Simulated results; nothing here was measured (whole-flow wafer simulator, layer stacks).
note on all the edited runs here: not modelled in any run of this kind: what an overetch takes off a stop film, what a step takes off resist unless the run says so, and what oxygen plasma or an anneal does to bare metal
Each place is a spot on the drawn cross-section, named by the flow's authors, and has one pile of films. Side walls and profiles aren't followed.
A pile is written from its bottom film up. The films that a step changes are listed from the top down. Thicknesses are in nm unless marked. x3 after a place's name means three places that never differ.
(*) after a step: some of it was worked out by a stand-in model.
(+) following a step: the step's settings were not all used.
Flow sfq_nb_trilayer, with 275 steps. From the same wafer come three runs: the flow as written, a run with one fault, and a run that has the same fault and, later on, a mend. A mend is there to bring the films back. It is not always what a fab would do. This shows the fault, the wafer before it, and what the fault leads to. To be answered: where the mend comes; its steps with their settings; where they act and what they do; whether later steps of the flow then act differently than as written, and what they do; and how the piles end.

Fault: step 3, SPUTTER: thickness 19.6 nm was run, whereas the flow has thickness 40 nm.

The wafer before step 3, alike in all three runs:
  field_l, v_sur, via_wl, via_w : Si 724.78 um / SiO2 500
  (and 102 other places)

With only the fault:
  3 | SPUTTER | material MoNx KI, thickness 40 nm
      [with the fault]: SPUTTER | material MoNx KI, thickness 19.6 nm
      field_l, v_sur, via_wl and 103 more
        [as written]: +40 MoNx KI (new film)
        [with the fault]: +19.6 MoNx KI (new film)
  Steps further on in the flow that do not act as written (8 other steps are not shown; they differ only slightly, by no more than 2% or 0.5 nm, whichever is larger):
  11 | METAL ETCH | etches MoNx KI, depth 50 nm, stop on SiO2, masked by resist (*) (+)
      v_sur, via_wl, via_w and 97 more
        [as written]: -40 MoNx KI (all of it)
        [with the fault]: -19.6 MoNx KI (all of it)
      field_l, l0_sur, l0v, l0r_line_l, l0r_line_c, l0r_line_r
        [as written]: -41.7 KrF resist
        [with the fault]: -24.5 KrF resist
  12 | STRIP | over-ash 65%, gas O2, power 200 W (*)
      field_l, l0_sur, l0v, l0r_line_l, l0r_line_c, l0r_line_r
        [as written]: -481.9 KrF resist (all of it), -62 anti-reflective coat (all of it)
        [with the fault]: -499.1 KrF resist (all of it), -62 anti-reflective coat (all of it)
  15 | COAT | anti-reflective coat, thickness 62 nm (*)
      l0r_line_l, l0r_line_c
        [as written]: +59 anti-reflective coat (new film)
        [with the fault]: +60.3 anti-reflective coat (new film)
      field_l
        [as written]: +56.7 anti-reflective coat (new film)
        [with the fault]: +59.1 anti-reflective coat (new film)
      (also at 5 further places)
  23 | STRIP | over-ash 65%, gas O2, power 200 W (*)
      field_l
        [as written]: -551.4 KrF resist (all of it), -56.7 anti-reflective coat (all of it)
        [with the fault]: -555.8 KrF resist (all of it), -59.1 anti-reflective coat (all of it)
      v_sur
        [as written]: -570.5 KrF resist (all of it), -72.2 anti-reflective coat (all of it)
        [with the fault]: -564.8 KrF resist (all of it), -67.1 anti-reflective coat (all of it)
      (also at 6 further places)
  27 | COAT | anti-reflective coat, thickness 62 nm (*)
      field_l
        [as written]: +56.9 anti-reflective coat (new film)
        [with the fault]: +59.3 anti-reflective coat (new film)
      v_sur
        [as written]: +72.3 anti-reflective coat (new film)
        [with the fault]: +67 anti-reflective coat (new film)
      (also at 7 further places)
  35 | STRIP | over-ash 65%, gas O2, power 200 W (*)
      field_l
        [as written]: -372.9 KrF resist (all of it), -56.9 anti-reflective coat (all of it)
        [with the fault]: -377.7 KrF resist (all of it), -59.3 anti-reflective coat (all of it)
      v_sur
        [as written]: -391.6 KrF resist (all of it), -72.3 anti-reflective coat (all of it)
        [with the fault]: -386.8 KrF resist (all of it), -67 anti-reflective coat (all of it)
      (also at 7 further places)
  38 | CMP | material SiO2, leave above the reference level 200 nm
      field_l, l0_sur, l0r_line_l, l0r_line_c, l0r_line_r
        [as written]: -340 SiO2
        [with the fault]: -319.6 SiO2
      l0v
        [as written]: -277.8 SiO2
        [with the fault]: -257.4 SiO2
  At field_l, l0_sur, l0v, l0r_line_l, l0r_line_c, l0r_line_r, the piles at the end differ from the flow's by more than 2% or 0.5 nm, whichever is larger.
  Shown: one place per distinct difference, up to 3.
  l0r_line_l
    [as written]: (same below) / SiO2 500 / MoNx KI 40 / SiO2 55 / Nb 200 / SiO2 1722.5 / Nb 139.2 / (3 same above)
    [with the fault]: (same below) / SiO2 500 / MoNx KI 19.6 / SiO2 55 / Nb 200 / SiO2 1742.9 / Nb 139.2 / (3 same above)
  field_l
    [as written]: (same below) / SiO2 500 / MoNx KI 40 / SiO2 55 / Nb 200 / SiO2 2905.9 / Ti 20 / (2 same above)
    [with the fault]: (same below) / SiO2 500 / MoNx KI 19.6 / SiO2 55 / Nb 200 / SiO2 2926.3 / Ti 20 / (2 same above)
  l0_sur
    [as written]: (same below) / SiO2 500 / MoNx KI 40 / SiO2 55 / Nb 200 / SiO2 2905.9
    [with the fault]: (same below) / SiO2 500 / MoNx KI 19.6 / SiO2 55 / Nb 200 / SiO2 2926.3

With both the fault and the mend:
  The mend stands after step 9.
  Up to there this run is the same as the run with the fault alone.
  9a | STRIP | over-ash 65%, gas O2, power 200 W (*)
      v_sur, via_wl, via_w and 97 more
        -62 anti-reflective coat (all of it)
      field_l, l0_sur, l0v, l0r_line_l, l0r_line_c, l0r_line_r
        -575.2 KrF resist (all of it), -62 anti-reflective coat (all of it)
  9b | SPUTTER | material MoNx KI, thickness 20.4 nm (the flow's step 3 again, with other settings)
      field_l, v_sur, via_wl and 103 more
        +20.4 MoNx KI
  9c | COAT | anti-reflective coat, thickness 62 nm (the flow's step 4 again)
      field_l, v_sur, via_wl and 103 more
        +62 anti-reflective coat (new film)
  9d | COAT | KrF resist, thickness 600 nm (the flow's step 5 again)
      field_l, v_sur, via_wl and 103 more
        +600 KrF resist (new film)
  9e | SOFTBAKE | KrF resist (the flow's step 6 again)
      does not change any film at any place that is followed
  9f | EXPOSE | photomask L0, dose 11.59 mJ/cm2, NA 0.6, wavelength 248 nm (*) (the flow's step 7 again)
      does not change any film at any place that is followed
  9g | PEB | KrF resist, 90 s (the flow's step 8 again)
      field_l, v_sur, via_wl and 103 more
        -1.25 KrF resist
  9h | DEVELOP | KrF resist, thickness 600 nm, 60 s (the flow's step 9 again)
      v_sur, via_wl, via_w and 97 more
        -598.7 KrF resist (all of it)
      field_l, l0_sur, l0v, l0r_line_l, l0r_line_c, l0r_line_r
        -23.5 KrF resist
  Later steps of the flow that are run all act as written at every place that is followed.
  At every place that both follow, the piles at the end match the flow's.
